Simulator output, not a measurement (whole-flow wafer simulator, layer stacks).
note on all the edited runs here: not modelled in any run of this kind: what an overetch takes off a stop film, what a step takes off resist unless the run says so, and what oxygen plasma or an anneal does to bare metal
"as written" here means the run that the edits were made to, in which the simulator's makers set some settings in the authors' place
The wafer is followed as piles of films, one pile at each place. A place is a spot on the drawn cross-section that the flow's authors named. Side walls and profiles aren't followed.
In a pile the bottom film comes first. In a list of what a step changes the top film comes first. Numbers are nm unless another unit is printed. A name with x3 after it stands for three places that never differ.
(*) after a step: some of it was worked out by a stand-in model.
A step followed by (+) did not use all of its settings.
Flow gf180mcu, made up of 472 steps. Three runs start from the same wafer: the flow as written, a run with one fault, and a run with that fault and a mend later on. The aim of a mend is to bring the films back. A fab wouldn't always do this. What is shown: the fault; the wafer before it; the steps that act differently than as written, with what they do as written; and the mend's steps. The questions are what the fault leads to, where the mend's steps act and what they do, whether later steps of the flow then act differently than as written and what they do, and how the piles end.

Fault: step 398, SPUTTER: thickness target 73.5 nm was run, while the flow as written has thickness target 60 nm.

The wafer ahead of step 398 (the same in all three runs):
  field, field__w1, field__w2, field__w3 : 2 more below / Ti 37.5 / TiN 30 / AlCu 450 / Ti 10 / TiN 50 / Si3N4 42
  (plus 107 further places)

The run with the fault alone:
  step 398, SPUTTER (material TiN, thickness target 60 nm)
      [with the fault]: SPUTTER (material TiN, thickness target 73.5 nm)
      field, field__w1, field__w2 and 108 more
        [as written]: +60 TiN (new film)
        [with the fault]: +73.5 TiN (new film)
  Steps further on in the flow that do not act as written (not shown: 7 more steps that differ only slightly, by at most 2% or 0.5 nm, whichever is larger):
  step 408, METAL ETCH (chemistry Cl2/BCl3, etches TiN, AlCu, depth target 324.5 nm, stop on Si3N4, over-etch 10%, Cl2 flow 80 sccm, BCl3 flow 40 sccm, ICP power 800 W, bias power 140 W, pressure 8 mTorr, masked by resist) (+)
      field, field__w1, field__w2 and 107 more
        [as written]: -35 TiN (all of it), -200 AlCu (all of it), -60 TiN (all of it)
        [with the fault]: -35 TiN (all of it), -200 AlCu (all of it), -73.5 TiN (all of it)
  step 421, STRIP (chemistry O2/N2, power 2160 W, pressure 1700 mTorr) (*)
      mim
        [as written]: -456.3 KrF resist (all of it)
        [with the fault]: -446.2 KrF resist (all of it)
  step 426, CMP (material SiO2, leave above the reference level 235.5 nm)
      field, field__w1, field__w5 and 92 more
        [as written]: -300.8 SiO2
        [with the fault]: -287.3 SiO2
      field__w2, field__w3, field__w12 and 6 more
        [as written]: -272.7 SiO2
        [with the fault]: -259.2 SiO2
  By the end, the piles at mim depart from the flow's by more than 2% or 0.5 nm, whichever is larger.
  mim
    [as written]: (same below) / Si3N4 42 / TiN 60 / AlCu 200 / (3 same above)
    [with the fault]: (same below) / Si3N4 42 / TiN 73.5 / AlCu 200 / (3 same above)

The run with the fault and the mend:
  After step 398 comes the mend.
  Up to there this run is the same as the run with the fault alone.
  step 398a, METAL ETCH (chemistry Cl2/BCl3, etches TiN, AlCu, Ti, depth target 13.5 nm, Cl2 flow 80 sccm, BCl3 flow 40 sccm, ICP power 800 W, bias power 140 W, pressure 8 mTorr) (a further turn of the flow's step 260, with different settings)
      field, field__w1, field__w2 and 108 more
        -13.5 TiN
  Every later step of the flow that is run acts as written at every place that is followed.
  By the end, the piles equal the flow's at every place that both follow.
